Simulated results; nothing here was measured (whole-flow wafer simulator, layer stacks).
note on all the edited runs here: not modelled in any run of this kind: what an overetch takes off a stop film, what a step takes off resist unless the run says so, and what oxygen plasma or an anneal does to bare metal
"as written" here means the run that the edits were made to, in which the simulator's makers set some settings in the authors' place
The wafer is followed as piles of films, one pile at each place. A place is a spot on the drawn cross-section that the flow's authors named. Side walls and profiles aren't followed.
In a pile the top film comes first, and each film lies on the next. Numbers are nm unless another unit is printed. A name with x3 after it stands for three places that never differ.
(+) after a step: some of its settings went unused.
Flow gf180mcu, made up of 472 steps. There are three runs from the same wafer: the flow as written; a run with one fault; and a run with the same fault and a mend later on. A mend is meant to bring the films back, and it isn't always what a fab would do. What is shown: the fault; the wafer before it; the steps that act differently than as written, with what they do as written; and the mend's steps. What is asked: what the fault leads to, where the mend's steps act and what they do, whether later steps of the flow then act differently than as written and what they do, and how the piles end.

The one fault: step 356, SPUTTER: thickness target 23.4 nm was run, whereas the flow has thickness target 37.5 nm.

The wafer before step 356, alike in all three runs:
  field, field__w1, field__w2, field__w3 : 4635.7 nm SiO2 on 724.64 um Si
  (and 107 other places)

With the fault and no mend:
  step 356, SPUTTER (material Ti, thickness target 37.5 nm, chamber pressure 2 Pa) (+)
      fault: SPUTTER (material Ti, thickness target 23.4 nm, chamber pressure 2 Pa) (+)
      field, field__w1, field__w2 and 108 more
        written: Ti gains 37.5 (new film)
        fault: Ti gains 23.4 (new film)
  Steps further on in the flow that do not act as written:
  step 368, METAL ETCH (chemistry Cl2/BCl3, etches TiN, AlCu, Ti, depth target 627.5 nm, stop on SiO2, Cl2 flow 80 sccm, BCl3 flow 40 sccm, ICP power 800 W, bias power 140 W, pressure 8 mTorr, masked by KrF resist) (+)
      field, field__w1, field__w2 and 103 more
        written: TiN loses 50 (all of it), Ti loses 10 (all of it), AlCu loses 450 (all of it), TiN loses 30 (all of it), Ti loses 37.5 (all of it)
        fault: TiN loses 50 (all of it), Ti loses 10 (all of it), AlCu loses 450 (all of it), TiN loses 30 (all of it), Ti loses 23.4 (all of it)
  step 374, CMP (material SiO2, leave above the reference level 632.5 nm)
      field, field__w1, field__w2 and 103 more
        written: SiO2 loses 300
        fault: SiO2 loses 314.1
  At field__w8, contact, m1, m1__w1, m1_nw, the piles at the end differ from the flow's by more than 2% or 0.5 nm, whichever is larger.
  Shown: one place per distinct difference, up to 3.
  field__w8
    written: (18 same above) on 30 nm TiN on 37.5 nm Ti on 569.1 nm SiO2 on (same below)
    fault: (18 same above) on 30 nm TiN on 23.4 nm Ti on 569.1 nm SiO2 on (same below)
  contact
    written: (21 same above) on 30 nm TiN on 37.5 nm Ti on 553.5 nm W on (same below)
    fault: (21 same above) on 30 nm TiN on 23.4 nm Ti on 553.5 nm W on (same below)

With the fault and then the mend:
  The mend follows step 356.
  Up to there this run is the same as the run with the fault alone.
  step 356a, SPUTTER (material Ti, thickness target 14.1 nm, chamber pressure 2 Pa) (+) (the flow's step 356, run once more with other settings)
      field, field__w1, field__w2 and 108 more
        Ti gains 14.1
  None of the later steps of the flow acts differently than as written at any place that is followed.
  By the end, the piles equal the flow's at every place that both follow.
